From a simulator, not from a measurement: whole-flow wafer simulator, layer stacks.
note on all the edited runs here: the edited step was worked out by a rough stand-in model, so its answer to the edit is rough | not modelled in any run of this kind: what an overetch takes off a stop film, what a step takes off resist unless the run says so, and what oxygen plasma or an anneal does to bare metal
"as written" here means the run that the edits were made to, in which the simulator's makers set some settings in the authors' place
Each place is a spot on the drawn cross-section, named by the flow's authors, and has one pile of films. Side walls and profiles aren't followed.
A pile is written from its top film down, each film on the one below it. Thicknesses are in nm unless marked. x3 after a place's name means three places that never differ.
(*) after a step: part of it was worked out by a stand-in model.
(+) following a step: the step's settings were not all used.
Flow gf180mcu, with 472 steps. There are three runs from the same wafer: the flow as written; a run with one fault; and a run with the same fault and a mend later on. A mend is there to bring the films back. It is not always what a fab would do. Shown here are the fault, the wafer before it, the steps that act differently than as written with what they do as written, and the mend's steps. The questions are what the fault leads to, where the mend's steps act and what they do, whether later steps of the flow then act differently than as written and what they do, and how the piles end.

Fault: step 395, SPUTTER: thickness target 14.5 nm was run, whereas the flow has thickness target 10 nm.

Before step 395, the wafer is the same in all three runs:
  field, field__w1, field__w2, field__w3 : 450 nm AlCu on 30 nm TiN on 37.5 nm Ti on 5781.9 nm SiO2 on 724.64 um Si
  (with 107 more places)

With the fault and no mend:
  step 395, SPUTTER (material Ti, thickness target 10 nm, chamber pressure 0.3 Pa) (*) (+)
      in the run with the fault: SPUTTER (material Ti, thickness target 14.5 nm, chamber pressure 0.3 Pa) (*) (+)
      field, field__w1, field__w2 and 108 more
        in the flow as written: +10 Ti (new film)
        in the run with the fault: +14.5 Ti (new film)
  Later steps of the flow acting differently than as written (not shown: 2 more steps that differ only slightly, by at most 2% or 0.5 nm, whichever is larger):
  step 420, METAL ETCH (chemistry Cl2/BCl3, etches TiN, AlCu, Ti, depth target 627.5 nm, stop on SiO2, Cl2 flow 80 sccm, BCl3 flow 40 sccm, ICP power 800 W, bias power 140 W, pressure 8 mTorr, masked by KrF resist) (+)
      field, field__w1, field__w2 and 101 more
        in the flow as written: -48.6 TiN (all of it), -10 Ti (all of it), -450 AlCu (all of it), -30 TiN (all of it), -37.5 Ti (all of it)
        in the run with the fault: -48.6 TiN (all of it), -14.5 Ti (all of it), -450 AlCu (all of it), -30 TiN (all of it), -37.5 Ti (all of it)
  The piles end different from the flow's at field__w4, field__w8, contact, m1, m1__w1, mim, mim_1p0, m1_nw by more than 2% or 0.5 nm, whichever is larger.
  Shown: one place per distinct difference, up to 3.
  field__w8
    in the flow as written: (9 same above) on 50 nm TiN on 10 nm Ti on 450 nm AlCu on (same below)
    in the run with the fault: (9 same above) on 50 nm TiN on 14.5 nm Ti on 450 nm AlCu on (same below)
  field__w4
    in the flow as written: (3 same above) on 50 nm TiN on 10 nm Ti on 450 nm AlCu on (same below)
    in the run with the fault: (3 same above) on 50 nm TiN on 14.5 nm Ti on 450 nm AlCu on (same below)
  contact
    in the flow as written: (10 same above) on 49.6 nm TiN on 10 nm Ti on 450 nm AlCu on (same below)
    in the run with the fault: (10 same above) on 49.6 nm TiN on 14.5 nm Ti on 450 nm AlCu on (same below)

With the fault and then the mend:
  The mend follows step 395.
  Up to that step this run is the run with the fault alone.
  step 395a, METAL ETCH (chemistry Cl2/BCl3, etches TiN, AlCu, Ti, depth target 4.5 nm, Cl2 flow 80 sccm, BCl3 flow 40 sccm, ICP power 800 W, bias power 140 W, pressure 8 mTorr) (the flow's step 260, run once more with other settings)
      field, field__w1, field__w2 and 108 more
        -4.5 Ti
  Every later step of the flow that is run acts as written at every place that is followed.
  The piles end the same as the flow's at every place that both follow.
